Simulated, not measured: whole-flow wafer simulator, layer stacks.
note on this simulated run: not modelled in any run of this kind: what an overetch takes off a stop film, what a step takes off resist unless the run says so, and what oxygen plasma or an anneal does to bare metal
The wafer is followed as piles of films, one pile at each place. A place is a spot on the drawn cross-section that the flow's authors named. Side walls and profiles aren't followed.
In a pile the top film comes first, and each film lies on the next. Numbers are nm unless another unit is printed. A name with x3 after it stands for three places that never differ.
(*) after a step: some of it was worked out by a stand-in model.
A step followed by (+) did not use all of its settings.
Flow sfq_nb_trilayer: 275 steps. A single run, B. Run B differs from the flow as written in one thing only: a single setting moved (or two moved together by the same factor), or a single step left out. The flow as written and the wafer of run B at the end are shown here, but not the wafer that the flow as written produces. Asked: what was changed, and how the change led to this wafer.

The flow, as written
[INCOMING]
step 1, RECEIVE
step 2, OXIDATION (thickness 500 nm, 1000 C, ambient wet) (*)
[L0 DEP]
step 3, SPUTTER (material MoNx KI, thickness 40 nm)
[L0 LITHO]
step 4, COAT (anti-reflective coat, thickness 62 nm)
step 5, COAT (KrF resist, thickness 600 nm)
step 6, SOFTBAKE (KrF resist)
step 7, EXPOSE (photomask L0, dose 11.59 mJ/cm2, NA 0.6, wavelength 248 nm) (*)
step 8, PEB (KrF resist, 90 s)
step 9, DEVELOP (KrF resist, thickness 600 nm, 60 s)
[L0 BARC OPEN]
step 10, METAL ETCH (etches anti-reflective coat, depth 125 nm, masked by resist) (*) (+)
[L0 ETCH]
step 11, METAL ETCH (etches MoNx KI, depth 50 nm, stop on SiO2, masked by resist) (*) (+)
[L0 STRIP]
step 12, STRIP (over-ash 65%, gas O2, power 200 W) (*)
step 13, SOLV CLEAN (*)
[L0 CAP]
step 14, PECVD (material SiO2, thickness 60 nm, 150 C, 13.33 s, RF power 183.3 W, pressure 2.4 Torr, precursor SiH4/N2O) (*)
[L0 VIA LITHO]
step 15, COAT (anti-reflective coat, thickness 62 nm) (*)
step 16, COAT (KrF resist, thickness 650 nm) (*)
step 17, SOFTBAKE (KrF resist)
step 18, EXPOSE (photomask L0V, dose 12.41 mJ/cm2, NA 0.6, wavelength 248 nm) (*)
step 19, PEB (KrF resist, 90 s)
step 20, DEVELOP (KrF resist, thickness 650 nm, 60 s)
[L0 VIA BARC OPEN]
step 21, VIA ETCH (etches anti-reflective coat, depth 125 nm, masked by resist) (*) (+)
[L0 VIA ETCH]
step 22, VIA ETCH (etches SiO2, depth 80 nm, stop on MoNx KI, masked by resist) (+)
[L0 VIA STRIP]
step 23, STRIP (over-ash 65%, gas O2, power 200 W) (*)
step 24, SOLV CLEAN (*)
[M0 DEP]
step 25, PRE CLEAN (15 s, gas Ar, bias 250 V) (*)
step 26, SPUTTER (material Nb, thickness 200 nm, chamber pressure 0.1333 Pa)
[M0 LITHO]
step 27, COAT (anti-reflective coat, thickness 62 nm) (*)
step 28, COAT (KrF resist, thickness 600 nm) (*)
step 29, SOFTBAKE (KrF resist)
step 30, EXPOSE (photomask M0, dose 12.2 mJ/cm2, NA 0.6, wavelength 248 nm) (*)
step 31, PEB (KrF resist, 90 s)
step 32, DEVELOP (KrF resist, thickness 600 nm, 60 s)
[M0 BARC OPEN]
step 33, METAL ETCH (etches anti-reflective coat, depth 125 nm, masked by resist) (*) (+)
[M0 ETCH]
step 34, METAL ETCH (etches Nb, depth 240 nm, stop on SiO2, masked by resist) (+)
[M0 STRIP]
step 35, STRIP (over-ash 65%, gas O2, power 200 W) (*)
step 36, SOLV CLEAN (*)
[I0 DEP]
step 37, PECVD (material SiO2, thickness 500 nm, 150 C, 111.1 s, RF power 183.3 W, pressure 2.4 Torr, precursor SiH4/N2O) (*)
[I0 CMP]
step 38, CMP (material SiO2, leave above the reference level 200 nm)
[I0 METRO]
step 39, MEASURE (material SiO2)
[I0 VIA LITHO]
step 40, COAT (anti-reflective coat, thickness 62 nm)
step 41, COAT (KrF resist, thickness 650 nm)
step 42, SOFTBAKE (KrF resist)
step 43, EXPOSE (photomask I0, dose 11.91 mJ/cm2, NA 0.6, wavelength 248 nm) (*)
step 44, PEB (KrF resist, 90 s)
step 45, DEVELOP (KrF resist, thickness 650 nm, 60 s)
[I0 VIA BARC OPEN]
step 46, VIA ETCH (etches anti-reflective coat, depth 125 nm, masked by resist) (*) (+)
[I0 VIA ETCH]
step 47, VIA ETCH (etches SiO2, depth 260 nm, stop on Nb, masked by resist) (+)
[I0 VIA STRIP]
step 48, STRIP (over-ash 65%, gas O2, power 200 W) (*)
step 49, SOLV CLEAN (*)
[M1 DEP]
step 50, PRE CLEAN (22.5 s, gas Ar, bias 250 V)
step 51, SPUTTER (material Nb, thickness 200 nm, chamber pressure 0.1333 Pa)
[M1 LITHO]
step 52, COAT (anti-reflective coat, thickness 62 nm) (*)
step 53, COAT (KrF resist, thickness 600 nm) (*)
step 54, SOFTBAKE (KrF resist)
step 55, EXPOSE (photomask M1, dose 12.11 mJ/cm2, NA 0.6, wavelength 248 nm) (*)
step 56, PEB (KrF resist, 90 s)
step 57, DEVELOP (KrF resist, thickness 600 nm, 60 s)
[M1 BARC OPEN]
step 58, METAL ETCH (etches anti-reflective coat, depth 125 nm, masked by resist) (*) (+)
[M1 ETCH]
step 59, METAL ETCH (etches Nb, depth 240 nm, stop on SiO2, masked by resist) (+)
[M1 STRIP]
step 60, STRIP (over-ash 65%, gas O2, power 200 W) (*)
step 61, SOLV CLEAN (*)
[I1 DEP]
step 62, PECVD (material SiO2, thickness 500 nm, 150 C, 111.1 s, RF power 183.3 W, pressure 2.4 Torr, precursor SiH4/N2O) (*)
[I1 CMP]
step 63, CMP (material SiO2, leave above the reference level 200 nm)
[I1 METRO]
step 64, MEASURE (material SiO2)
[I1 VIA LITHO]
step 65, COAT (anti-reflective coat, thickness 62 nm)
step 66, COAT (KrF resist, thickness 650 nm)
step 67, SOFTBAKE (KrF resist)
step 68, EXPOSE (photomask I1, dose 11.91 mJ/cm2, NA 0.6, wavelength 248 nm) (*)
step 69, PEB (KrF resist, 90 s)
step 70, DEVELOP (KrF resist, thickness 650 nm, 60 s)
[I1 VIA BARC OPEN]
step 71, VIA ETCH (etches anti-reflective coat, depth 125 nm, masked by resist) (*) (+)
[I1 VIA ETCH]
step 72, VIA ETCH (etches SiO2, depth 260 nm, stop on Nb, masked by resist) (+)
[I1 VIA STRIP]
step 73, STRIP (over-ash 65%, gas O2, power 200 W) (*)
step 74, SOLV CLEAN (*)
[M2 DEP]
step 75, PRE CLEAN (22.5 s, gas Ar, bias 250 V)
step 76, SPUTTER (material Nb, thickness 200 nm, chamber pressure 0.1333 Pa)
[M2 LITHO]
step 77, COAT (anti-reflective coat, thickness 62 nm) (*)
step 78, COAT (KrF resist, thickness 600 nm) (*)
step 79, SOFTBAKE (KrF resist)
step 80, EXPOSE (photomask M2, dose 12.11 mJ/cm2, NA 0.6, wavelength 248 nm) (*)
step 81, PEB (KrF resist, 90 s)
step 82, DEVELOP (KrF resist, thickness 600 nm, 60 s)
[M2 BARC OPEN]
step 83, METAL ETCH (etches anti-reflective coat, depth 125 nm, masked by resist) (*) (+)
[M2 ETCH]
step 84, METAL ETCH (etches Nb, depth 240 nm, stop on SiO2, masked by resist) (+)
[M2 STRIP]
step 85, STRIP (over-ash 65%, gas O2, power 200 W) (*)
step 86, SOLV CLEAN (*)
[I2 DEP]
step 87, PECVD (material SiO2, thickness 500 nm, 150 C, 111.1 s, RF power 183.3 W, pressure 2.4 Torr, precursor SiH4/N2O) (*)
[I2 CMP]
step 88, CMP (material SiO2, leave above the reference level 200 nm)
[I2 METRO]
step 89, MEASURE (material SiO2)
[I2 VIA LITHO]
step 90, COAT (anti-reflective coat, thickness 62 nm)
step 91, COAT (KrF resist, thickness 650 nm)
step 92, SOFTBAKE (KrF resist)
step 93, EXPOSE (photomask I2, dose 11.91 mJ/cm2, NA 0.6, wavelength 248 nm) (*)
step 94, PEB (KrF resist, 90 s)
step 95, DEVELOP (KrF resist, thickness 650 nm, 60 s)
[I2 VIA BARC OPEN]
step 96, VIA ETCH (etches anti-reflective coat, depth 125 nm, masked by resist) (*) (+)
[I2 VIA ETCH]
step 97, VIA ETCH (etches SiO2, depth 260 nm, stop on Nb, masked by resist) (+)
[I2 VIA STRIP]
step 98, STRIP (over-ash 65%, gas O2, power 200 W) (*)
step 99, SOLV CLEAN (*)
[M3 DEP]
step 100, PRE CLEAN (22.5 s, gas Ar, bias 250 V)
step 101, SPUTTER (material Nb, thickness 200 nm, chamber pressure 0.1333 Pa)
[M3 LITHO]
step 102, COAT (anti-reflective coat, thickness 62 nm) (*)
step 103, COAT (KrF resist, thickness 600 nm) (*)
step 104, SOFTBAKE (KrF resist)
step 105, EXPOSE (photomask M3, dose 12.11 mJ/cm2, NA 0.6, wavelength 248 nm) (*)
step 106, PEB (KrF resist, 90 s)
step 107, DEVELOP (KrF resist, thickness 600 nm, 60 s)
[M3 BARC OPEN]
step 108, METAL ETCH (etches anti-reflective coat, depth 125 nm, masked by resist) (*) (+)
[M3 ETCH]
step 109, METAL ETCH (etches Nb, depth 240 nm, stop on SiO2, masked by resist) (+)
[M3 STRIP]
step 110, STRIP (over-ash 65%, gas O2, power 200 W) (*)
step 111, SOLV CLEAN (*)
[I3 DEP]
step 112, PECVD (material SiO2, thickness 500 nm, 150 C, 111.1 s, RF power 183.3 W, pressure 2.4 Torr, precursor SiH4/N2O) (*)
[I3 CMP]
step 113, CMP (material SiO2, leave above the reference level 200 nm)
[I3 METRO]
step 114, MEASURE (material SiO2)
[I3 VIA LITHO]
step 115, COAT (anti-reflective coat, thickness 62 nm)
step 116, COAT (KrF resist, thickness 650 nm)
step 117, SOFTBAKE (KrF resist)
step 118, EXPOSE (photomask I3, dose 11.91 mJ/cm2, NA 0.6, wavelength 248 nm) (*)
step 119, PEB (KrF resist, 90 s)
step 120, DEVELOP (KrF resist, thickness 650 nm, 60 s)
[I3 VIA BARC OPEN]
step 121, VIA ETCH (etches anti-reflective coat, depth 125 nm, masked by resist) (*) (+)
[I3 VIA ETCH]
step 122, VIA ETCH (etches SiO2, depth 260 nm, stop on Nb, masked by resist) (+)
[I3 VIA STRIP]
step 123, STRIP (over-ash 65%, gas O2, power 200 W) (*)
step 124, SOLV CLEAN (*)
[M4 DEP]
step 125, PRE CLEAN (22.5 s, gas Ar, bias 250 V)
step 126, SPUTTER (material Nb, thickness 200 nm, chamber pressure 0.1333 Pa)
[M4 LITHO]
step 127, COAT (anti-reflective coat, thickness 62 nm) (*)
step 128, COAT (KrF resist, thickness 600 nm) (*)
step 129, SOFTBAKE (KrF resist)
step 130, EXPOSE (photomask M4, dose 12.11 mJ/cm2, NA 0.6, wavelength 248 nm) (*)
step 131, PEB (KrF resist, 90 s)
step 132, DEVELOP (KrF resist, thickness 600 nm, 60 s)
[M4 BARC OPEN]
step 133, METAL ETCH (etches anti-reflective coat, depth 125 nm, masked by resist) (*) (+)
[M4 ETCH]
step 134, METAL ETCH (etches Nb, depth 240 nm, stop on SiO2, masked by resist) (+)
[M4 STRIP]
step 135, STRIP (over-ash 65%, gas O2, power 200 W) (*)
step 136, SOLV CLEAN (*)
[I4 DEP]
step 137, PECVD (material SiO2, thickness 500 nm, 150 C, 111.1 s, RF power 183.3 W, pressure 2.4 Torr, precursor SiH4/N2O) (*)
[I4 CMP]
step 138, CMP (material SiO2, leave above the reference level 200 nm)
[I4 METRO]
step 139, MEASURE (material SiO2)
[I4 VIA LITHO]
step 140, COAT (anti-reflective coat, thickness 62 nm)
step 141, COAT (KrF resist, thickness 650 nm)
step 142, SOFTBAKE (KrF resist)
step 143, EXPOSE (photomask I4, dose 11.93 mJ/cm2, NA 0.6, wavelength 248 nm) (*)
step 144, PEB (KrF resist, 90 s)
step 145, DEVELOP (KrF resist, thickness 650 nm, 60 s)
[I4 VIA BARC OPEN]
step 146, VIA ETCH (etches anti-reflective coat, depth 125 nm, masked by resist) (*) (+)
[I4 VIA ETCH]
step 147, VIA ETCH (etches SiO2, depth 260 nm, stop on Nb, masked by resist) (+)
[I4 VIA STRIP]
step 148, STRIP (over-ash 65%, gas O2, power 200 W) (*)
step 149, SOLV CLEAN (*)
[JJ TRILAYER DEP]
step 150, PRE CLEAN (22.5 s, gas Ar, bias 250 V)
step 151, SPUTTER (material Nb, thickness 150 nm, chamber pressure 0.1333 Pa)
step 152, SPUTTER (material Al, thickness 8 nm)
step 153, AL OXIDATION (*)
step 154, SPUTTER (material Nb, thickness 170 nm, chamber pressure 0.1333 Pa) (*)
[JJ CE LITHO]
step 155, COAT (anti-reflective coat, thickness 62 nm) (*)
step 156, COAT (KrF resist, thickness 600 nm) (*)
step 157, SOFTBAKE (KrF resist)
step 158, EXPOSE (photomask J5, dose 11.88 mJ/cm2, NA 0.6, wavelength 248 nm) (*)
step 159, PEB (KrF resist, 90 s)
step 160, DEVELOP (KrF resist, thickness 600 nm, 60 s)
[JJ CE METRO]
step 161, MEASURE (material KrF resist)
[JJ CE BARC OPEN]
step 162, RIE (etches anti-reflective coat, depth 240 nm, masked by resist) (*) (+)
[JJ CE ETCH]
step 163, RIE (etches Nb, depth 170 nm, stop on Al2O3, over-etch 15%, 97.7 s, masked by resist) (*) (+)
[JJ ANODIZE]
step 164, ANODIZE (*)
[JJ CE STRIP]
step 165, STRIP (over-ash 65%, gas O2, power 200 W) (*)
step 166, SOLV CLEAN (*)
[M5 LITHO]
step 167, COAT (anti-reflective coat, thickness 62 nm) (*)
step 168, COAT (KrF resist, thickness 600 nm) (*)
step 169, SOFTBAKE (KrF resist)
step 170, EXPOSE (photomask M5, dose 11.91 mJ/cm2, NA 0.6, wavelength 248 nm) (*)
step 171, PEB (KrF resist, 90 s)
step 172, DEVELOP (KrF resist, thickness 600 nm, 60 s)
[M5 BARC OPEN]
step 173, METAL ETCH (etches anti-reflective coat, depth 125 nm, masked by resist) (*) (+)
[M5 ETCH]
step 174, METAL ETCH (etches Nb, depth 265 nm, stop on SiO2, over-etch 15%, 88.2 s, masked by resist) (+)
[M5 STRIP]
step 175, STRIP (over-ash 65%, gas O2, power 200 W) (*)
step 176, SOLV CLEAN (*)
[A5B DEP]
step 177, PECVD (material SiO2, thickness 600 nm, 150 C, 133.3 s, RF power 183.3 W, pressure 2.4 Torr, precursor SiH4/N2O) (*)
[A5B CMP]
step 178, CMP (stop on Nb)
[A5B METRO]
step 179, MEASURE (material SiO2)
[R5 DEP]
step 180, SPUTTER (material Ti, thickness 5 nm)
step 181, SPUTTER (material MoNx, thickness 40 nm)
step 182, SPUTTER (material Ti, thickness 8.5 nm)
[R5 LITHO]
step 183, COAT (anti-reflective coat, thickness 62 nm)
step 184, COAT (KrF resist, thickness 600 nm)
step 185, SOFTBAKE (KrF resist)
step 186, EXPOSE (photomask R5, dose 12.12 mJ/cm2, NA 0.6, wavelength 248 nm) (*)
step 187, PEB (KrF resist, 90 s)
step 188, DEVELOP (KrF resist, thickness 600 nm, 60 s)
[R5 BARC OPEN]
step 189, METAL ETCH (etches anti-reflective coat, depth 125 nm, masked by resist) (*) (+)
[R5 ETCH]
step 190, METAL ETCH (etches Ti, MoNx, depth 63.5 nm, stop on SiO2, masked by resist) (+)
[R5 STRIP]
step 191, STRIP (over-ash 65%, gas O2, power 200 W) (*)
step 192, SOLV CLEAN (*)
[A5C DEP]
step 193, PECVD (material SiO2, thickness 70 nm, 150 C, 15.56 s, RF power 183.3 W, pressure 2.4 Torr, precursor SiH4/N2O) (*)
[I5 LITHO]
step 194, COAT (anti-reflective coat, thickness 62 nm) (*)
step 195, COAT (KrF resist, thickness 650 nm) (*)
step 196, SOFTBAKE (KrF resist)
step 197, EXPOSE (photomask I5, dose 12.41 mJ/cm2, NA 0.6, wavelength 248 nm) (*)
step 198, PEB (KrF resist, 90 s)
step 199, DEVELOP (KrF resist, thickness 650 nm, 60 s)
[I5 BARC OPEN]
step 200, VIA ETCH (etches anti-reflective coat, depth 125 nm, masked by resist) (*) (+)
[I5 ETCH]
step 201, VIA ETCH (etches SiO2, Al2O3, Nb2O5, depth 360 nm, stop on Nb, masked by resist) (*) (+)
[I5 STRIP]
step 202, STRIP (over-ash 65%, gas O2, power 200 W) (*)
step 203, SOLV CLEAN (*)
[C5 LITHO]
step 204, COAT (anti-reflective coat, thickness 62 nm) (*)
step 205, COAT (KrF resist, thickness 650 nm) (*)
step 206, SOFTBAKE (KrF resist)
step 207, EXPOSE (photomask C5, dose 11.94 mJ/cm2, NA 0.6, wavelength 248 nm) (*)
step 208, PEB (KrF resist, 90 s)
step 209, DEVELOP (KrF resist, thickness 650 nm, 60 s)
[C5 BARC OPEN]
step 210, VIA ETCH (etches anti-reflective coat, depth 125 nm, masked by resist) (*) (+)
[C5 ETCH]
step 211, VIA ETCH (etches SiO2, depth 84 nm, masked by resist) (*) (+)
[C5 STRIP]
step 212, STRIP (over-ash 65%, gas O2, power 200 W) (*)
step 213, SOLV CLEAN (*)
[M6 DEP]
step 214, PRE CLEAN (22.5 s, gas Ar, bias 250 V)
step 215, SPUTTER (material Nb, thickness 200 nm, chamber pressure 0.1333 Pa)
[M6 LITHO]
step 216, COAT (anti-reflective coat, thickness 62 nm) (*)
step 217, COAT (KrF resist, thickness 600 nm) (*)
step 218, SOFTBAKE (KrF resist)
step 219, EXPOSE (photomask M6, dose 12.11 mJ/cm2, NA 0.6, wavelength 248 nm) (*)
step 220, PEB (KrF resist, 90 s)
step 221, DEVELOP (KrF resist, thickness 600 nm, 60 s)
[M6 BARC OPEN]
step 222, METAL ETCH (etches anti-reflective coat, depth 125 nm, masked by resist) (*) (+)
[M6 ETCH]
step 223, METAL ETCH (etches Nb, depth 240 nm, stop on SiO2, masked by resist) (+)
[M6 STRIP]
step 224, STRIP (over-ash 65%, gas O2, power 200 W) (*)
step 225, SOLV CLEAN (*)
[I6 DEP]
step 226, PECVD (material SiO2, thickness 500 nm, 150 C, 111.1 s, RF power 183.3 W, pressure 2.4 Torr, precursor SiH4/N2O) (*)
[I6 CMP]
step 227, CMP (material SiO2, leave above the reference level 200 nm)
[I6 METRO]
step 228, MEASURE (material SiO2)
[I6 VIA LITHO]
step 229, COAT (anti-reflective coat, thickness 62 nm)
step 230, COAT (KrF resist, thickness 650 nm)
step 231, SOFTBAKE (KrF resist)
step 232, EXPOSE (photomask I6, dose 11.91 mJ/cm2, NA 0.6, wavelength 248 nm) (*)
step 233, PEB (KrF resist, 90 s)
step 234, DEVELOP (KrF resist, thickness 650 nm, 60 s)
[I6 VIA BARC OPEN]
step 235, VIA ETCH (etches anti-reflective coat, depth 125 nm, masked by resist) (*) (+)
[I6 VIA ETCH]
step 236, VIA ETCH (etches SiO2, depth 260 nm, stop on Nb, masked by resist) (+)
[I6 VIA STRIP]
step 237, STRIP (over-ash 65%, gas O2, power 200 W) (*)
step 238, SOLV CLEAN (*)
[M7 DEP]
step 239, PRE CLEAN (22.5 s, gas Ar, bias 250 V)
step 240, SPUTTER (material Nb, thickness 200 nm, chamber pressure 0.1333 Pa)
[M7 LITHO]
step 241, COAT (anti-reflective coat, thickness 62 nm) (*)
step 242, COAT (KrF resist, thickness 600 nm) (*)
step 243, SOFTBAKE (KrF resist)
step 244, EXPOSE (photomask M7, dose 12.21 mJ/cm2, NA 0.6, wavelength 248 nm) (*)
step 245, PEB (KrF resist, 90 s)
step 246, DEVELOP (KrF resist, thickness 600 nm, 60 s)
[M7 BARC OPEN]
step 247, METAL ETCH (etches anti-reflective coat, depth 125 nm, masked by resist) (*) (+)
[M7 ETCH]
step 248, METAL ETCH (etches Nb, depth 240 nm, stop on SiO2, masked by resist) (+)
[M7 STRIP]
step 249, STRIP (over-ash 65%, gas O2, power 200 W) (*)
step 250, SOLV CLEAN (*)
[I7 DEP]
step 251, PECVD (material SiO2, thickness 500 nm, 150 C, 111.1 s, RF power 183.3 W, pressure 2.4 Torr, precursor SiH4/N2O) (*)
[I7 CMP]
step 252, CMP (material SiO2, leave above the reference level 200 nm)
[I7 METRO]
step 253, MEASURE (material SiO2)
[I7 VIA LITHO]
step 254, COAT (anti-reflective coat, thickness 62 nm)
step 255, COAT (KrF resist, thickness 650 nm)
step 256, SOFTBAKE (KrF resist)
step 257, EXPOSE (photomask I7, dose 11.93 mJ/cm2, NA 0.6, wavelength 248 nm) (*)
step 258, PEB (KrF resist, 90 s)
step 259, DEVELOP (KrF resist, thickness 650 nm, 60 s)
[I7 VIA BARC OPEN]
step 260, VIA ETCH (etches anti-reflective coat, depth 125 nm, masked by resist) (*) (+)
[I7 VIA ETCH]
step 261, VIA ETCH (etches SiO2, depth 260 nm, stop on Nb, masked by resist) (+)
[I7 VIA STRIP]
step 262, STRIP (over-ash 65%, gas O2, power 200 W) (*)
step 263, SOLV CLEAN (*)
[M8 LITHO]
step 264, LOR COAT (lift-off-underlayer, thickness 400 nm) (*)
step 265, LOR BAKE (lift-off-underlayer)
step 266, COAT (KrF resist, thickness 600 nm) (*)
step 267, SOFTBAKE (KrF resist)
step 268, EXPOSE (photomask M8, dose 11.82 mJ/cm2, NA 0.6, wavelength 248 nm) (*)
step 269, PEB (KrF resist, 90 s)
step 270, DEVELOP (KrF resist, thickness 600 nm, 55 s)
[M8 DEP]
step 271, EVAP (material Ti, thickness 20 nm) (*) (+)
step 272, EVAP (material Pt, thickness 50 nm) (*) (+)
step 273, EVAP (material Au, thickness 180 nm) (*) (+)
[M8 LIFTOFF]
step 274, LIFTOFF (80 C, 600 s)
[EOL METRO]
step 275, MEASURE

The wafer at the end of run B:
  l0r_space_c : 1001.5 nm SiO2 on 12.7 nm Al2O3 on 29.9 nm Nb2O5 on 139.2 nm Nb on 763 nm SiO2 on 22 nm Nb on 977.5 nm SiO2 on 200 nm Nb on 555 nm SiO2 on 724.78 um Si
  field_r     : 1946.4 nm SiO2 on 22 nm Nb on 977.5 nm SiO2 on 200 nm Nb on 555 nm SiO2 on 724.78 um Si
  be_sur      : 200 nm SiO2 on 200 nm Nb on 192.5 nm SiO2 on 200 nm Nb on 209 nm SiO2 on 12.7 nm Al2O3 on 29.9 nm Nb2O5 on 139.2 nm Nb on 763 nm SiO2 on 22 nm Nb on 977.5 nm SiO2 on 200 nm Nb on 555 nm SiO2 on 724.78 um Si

What caused this: step 109, METAL ETCH: depth 178 nm was run, whereas the flow has depth 240 nm.

Step by step, how the change led to this:
  step 109, METAL ETCH (etches Nb, depth 240 nm, stop on SiO2, masked by resist) (+)
      field_l, be, be_sur and 72 more: Nb loses 178 (in the flow as written it would be: Nb loses 200 (all of it))
      v_sur, via_wl, via_w and 28 more: KrF resist loses 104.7 (in the flow as written it would be: KrF resist loses 141.2)
  step 110, STRIP (over-ash 65%, gas O2, power 200 W) (*)
      p4_w1, p4_w2, p4_w3 and 21 more: KrF resist loses 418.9 (all of it), anti-reflective coat loses 62 (all of it) (in the flow as written it would be: KrF resist loses 382.4 (all of it), anti-reflective coat loses 62 (all of it))
      via_wl, via_wr: KrF resist loses 420.7 (all of it), anti-reflective coat loses 34.2 (all of it) (in the flow as written it would be: KrF resist loses 384.2 (all of it), anti-reflective coat loses 34.2 (all of it))
      (also at 5 further places)
  step 112, PECVD (material SiO2, thickness 500 nm, 150 C, 111.1 s, RF power 183.3 W, pressure 2.4 Torr, precursor SiH4/N2O) (*)
      field_l, be, be_sur and 64 more: SiO2 gains 500 (new film) (in the flow as written it would be: SiO2 gains 500)
      p4_g1, p4_g2, p3_s0, p3_s1, p3_s2, p3_s3, p3_s4, p3_s5: SiO2 gains 535.1 (new film) (in the flow as written it would be: SiO2 gains 557.1)
  step 113, CMP (material SiO2, leave above the reference level 200 nm)
      field_l, be, be_sur and 64 more: SiO2 loses 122 (in the flow as written it would be: SiO2 loses 100)
If metal films that touch count as one body, l0r_space_c has 3 bodies (between them, from the top down: SiO2 763; SiO2 977.5); the flow as written gives 2 bodies (between them, from the top down: SiO2 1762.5).
If metal films that touch count as one body, field_r has 2 bodies (between them, from the top down: SiO2 977.5); the flow as written gives 1 body.
If metal films that touch count as one body, be_sur has 5 bodies (between them, from the top down: SiO2 192.5; SiO2 209 / Al2O3 12.7 / Nb2O5 29.9; SiO2 763; SiO2 977.5); the flow as written gives 4 bodies (between them, from the top down: SiO2 192.5; SiO2 209 / Al2O3 12.7 / Nb2O5 29.9; SiO2 1762.5).
